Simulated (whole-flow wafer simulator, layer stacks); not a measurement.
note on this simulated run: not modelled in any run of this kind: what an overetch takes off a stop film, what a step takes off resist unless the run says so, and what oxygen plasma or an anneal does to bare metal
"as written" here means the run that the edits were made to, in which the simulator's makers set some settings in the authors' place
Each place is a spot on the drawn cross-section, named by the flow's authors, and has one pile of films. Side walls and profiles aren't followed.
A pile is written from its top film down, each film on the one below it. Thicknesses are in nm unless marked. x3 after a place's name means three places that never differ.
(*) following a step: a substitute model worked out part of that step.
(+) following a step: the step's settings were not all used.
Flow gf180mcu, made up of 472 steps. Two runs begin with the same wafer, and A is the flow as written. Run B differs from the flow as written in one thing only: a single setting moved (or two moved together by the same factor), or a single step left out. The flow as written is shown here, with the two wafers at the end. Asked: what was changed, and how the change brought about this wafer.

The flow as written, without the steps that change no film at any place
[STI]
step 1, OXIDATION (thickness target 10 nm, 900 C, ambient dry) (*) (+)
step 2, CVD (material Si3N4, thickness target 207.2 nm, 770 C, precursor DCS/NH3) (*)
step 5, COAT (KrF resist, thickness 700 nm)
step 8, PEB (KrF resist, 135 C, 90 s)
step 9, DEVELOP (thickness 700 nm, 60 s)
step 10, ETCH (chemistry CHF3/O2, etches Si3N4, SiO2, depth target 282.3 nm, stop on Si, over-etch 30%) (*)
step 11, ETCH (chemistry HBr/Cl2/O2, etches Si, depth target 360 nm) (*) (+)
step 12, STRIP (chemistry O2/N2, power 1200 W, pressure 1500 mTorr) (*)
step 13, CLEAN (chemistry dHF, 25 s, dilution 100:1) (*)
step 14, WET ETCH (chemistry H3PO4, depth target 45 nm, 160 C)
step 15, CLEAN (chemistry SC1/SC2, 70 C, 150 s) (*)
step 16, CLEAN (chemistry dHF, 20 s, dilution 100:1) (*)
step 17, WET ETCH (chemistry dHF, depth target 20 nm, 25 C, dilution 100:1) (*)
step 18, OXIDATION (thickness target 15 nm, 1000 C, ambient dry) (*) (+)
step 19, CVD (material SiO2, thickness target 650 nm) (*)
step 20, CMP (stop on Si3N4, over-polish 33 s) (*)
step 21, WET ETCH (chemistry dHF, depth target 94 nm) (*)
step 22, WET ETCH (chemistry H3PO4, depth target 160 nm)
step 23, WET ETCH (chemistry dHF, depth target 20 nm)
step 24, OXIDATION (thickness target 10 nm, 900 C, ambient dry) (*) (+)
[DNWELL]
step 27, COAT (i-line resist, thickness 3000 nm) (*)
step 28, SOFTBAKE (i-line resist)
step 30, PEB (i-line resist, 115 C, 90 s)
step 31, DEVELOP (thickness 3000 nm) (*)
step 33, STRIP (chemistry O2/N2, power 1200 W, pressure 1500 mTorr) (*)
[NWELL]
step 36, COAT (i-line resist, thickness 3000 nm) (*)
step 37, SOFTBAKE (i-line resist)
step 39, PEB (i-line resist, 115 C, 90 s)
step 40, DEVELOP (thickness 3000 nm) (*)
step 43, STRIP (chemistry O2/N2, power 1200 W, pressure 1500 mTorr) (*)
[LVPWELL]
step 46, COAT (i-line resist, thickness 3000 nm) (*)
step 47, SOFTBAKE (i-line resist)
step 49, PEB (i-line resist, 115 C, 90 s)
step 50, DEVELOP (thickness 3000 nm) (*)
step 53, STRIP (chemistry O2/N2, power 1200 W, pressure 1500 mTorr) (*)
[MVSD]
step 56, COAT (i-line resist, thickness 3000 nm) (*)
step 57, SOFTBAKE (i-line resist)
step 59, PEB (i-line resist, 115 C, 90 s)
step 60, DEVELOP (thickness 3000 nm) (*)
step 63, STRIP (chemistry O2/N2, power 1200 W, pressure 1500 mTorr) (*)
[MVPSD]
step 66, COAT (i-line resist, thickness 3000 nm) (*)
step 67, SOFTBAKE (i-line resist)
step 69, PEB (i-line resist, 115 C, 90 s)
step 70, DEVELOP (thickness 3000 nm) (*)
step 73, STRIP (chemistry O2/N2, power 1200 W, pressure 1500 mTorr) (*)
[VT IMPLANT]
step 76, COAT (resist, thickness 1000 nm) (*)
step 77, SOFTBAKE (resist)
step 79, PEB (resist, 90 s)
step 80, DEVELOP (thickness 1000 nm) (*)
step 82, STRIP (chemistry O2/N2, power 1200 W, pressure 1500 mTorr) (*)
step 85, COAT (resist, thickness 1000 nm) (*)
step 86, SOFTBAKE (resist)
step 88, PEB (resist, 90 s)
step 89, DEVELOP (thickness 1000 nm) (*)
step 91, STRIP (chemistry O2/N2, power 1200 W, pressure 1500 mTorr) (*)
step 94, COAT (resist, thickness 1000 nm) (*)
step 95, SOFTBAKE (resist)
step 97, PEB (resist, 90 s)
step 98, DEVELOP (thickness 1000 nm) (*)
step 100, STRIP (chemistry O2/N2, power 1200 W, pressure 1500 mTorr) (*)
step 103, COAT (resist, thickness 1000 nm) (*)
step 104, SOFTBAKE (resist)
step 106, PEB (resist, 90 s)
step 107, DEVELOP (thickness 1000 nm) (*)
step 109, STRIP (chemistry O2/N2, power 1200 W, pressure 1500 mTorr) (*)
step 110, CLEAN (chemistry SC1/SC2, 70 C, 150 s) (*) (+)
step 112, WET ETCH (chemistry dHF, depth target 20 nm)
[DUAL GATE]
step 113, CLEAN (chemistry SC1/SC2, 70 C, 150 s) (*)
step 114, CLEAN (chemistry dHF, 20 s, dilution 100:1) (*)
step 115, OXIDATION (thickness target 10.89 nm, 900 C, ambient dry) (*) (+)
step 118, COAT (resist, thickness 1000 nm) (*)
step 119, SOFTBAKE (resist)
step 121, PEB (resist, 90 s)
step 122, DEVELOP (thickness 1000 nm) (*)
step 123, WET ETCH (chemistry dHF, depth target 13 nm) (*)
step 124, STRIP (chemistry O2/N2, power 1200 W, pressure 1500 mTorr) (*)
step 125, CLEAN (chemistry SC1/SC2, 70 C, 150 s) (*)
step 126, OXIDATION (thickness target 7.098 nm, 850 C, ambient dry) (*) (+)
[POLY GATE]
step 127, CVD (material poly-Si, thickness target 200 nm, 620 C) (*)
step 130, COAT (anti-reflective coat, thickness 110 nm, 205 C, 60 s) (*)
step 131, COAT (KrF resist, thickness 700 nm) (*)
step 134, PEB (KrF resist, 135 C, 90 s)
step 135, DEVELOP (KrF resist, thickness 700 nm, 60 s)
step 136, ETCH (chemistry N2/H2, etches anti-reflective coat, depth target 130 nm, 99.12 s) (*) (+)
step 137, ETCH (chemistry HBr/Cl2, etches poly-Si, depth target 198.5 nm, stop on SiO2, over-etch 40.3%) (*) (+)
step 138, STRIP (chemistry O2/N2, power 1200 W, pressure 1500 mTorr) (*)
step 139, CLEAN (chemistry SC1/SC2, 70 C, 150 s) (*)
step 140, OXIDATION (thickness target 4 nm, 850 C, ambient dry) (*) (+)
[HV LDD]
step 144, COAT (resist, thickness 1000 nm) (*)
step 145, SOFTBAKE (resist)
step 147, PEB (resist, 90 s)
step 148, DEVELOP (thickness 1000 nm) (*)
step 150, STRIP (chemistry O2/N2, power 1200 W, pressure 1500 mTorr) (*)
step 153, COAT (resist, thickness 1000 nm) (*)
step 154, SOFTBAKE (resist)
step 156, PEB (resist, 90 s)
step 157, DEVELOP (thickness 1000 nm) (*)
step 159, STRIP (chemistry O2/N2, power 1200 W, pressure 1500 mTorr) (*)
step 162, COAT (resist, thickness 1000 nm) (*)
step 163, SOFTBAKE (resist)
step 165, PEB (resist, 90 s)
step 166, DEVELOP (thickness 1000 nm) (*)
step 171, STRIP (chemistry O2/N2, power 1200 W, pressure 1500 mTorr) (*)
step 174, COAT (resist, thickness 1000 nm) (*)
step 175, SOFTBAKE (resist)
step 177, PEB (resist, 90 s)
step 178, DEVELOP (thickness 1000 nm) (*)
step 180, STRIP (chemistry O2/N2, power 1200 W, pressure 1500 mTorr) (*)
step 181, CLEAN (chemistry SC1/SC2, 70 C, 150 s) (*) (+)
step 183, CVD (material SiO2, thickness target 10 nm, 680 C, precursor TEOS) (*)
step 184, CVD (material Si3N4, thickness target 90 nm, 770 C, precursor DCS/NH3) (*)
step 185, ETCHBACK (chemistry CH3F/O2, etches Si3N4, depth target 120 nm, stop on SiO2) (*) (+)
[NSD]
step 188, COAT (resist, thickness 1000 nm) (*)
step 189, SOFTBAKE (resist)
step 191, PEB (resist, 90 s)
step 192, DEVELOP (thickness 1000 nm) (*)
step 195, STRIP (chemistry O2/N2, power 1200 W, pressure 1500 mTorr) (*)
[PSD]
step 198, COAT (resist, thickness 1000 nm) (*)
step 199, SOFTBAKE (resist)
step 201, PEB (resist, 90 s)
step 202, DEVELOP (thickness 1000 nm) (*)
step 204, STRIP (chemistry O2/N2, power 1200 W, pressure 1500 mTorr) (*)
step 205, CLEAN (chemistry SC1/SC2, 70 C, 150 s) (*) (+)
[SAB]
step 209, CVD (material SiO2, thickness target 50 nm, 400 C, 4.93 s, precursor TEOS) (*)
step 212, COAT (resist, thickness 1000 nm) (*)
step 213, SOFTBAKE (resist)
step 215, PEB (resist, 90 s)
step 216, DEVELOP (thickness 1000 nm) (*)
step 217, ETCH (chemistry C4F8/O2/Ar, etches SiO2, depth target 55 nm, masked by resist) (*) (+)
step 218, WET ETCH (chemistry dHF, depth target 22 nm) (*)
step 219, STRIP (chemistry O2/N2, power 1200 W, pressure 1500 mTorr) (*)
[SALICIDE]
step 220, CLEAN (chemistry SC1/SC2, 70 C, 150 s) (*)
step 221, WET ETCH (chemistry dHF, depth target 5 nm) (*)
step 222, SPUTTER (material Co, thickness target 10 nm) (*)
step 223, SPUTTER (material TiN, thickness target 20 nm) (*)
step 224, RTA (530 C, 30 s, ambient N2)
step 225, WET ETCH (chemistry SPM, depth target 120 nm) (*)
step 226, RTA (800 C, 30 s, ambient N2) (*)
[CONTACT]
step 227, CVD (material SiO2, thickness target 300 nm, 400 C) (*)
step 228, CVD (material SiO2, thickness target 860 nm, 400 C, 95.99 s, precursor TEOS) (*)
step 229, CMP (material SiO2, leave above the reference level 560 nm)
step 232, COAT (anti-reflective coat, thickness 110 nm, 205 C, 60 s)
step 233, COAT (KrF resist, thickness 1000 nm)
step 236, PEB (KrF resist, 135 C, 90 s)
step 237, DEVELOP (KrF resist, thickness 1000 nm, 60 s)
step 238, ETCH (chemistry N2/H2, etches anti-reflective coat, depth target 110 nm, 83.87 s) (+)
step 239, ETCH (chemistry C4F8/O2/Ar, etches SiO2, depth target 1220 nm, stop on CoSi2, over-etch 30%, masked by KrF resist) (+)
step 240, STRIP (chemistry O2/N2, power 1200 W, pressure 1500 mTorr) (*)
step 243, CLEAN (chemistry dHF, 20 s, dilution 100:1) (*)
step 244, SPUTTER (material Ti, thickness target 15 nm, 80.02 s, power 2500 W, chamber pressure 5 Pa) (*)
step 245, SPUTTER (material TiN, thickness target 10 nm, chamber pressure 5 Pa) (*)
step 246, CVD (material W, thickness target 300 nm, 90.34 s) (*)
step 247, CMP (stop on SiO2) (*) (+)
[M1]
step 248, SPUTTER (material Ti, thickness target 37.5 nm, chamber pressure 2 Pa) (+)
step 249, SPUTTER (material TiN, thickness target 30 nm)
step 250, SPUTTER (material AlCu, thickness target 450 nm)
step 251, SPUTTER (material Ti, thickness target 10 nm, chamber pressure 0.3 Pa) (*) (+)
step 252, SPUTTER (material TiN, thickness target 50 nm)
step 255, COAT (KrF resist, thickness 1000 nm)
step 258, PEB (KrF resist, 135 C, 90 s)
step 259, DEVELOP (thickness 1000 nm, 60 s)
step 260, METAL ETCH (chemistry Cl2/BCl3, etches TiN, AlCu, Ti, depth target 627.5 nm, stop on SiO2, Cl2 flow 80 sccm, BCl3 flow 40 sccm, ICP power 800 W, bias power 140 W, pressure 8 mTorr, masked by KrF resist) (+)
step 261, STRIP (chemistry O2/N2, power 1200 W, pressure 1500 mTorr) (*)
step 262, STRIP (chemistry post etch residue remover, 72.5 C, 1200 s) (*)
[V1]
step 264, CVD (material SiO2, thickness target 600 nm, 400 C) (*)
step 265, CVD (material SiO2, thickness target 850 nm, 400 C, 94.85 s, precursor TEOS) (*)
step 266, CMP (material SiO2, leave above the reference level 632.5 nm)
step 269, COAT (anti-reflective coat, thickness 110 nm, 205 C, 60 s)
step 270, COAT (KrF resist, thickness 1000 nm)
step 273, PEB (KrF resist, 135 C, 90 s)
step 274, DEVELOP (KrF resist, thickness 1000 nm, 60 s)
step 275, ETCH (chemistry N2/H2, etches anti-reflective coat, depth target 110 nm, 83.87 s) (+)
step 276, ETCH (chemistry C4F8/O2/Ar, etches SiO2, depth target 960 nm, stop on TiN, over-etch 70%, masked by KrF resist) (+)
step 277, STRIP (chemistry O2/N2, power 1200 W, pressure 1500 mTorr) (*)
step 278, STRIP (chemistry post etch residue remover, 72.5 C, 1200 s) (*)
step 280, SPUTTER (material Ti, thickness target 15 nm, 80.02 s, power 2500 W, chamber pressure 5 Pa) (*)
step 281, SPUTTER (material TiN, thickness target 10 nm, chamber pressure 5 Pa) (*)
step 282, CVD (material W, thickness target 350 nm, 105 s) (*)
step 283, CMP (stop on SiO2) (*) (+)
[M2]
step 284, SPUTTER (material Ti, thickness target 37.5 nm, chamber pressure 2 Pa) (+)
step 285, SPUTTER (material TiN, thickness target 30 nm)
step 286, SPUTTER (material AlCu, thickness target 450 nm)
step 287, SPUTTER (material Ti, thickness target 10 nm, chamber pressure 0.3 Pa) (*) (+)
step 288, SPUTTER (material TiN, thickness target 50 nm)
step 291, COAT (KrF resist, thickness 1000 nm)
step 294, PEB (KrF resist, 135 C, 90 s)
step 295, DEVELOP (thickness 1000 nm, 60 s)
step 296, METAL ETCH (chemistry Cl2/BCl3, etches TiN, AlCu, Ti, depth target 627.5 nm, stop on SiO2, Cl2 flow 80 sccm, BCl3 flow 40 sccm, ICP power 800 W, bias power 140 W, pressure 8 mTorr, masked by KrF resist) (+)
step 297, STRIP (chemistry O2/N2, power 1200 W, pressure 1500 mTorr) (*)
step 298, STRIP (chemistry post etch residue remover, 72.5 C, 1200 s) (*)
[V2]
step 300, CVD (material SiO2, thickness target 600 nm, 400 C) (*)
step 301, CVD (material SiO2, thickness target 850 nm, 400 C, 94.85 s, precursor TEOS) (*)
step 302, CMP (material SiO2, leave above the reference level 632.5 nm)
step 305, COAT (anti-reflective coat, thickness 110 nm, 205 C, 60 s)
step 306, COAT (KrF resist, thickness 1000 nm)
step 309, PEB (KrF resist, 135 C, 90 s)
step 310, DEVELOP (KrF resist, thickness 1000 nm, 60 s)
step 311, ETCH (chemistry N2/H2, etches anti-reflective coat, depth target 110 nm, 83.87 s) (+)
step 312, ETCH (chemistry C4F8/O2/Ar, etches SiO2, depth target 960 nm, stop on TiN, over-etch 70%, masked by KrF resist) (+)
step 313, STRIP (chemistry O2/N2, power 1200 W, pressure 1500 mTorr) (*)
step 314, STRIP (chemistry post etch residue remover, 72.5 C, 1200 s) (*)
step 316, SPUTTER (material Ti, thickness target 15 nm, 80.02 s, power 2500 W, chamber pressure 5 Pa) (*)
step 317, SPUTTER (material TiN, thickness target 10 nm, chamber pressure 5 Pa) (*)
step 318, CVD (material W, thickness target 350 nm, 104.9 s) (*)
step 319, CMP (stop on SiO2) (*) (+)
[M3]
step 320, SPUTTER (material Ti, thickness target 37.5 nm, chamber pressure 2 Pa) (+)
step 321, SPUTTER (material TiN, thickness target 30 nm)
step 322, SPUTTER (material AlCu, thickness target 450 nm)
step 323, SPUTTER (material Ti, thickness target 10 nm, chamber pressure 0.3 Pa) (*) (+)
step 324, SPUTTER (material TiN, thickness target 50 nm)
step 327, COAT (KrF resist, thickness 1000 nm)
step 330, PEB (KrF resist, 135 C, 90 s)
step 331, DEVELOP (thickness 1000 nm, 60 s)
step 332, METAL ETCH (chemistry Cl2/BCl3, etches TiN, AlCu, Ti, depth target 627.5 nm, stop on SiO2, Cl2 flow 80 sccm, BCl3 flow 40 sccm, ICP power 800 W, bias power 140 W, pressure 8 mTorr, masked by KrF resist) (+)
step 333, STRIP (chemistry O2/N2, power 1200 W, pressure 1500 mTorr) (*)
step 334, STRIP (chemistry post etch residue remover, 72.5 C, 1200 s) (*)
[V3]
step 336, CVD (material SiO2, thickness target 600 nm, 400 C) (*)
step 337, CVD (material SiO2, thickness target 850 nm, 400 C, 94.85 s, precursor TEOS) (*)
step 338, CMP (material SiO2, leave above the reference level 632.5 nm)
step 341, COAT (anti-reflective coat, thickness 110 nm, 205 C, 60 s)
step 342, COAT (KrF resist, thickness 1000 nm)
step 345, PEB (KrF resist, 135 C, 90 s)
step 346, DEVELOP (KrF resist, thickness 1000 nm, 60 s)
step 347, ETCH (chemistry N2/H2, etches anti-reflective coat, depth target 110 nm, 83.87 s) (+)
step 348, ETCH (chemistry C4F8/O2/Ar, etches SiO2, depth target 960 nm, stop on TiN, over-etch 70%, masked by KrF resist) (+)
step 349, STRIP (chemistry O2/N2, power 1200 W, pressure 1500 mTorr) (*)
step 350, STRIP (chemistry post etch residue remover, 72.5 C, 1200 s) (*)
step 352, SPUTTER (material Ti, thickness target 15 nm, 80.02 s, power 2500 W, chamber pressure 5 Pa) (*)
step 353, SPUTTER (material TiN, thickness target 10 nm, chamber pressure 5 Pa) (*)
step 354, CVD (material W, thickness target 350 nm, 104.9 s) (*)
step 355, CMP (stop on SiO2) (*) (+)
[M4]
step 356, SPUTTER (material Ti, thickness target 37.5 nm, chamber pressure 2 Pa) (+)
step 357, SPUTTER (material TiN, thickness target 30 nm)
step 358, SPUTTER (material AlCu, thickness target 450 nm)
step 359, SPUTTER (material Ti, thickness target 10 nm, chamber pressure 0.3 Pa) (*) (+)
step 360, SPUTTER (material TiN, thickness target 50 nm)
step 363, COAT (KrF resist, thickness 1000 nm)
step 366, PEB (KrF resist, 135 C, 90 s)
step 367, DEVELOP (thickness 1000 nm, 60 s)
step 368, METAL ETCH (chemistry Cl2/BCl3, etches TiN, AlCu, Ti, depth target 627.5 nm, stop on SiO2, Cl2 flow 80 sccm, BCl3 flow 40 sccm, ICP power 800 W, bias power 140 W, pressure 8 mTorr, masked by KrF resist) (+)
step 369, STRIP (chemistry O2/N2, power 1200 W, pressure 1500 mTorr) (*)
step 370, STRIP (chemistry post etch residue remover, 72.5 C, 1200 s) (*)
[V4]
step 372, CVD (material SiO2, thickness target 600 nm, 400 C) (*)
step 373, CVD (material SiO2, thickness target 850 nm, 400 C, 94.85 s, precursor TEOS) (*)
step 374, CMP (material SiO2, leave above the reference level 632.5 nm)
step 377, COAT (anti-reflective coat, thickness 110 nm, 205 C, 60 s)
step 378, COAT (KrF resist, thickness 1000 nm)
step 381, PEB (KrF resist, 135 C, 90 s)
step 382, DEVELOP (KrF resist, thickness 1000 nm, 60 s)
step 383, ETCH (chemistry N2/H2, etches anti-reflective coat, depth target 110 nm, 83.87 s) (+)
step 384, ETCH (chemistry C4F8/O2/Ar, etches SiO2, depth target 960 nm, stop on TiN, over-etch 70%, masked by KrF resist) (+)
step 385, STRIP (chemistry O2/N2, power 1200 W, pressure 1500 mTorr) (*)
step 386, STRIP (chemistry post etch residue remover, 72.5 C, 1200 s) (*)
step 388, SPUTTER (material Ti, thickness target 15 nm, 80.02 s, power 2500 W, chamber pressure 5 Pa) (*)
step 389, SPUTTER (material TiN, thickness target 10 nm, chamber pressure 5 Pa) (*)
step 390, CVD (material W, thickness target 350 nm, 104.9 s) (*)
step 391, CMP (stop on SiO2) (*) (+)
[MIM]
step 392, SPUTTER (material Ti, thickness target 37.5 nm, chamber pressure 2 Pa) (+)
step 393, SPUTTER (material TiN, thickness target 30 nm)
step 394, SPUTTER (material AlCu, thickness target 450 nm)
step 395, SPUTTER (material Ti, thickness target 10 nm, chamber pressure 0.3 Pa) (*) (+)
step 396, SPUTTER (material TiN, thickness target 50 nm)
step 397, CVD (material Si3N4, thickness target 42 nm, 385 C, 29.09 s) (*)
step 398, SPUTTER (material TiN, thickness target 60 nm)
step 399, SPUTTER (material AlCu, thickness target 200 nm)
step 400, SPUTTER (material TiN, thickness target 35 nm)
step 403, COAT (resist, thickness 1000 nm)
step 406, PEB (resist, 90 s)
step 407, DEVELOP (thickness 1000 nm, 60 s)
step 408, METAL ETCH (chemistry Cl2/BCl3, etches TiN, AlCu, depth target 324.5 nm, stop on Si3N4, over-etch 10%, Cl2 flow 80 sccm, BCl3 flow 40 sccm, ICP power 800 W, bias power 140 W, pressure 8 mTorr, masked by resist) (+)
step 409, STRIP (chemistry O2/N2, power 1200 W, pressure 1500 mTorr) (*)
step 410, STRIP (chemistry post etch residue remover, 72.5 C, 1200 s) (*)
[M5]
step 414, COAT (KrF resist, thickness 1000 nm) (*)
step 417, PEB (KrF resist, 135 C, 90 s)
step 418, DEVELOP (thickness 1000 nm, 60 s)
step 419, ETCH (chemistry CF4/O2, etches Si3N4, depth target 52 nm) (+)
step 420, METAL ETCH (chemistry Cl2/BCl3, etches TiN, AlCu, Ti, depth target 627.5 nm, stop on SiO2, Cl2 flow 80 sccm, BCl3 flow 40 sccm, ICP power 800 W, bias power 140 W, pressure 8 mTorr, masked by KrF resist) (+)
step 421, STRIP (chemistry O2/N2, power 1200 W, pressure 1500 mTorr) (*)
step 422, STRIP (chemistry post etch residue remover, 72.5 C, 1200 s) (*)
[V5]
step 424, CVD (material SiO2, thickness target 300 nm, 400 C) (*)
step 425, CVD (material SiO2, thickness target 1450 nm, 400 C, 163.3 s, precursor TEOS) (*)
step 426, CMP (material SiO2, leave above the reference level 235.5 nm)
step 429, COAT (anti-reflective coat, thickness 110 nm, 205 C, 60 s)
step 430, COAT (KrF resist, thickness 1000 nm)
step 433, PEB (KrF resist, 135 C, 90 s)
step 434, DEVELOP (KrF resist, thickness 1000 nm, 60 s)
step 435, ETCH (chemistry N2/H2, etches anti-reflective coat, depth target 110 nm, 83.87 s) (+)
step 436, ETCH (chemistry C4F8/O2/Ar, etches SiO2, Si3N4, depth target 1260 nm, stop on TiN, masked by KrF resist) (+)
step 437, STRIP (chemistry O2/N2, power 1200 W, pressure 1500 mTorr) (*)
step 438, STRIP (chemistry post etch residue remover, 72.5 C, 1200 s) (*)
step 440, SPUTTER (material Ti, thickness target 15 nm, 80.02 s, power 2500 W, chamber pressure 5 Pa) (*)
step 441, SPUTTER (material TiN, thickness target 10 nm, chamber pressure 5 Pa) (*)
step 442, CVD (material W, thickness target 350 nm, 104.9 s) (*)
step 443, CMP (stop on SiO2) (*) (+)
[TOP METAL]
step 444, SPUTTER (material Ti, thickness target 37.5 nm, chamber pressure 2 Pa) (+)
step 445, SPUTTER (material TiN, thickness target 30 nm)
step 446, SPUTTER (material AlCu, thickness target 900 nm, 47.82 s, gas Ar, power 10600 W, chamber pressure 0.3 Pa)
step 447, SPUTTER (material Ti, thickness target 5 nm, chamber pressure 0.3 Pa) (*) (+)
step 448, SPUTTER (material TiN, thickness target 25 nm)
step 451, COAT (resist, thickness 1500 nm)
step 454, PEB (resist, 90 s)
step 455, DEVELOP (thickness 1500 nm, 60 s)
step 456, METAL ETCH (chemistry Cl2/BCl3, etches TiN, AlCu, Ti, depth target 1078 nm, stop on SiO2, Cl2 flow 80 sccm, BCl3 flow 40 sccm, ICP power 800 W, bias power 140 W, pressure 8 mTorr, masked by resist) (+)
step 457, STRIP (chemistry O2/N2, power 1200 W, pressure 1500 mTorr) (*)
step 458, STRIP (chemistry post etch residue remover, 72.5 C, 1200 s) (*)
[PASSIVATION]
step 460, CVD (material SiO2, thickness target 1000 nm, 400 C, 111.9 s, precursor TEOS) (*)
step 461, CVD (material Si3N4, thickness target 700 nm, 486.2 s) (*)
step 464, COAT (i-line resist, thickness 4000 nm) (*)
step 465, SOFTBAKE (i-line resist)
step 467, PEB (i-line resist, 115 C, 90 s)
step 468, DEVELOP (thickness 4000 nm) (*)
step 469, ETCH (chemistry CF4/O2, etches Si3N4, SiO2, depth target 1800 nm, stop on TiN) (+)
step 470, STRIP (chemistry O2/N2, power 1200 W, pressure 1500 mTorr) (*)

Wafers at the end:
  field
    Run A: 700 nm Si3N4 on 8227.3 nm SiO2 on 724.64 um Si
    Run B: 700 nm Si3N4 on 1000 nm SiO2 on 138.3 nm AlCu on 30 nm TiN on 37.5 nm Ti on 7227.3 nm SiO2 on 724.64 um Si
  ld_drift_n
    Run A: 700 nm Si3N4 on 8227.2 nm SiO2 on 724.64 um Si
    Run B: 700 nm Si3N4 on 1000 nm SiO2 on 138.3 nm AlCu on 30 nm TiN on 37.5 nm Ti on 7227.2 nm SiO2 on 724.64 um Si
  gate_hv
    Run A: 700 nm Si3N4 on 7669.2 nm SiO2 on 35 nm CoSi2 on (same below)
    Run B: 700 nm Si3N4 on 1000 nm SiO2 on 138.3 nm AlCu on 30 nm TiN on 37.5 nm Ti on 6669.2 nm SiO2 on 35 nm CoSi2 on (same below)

The reason: step 456, METAL ETCH: depth target 786 nm was run, while the flow as written has depth target 1078 nm.

How this came from the change, step by step:
  step 456, METAL ETCH (chemistry Cl2/BCl3, etches TiN, AlCu, Ti, depth target 1078 nm, stop on SiO2, Cl2 flow 80 sccm, BCl3 flow 40 sccm, ICP power 800 W, bias power 140 W, pressure 8 mTorr, masked by resist) (+)
      field, field__w1, field__w2 and 103 more: A -25 TiN (all of it), -5 Ti (all of it), -900 AlCu (all of it), -30 TiN (all of it), -37.5 Ti (all of it) | B -25 TiN (all of it), -5 Ti (all of it), -756 AlCu
      field__w8, contact, m1, m1__w1, pad, m1_nw: A -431 resist | B -314.4 resist
  step 457, STRIP (chemistry O2/N2, power 1200 W, pressure 1500 mTorr) (*)
      field__w8, contact, m1, m1__w1, pad, m1_nw: A -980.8 resist (all of it) | B -1097.4 resist (all of it)
  step 458, STRIP (chemistry post etch residue remover, 72.5 C, 1200 s) (*)
      field, field__w1, field__w2 and 103 more: A nothing | B -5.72 AlCu
  step 460, CVD (material SiO2, thickness target 1000 nm, 400 C, 111.9 s, precursor TEOS) (*)
      field, field__w1, field__w2 and 103 more: A +1000 SiO2 | B +1000 SiO2 (new film)
  step 464, COAT (i-line resist, thickness 4000 nm) (*)
      field__w8: A +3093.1 i-line resist (new film) | B +3275.6 i-line resist (new film)
      contact: A +3153.6 i-line resist (new film) | B +3317.1 i-line resist (new film)
      (and at 4 other places as well)
  step 465, SOFTBAKE (i-line resist)
      field__w5, field__w9: A +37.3 i-line resist | B +27.1 i-line resist
      field__w11, field__w13: A +37.9 i-line resist | B +27.2 i-line resist
      (and at 65 other places as well)
  step 467, PEB (i-line resist, 115 C, 90 s)
      field__w8, m1__w1: A -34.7 i-line resist | B -38 i-line resist
      contact, m1: A -35.1 i-line resist | B -38.2 i-line resist
      (and at 2 other places as well)
  step 468, DEVELOP (thickness 4000 nm) (*)
      pad: A -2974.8 i-line resist (all of it) | B -3175.7 i-line resist (all of it)
  step 470, STRIP (chemistry O2/N2, power 1200 W, pressure 1500 mTorr) (*)
      field__w8, m1__w1: A -1787.7 i-line resist (all of it) | B -1986.1 i-line resist (all of it)
      contact: A -1811.2 i-line resist (all of it) | B -2002.5 i-line resist (all of it)
      (and at 2 other places as well)
Taking metal films that touch as one body, field has 1 body; the flow as written gives 0 bodies.
Taking metal films that touch as one body, ld_drift_n has 1 body; the flow as written gives 0 bodies.
Taking metal films that touch as one body, gate_hv has 2 bodies (between them, from the top down: SiO2 6669.2); the flow as written gives 1 body.
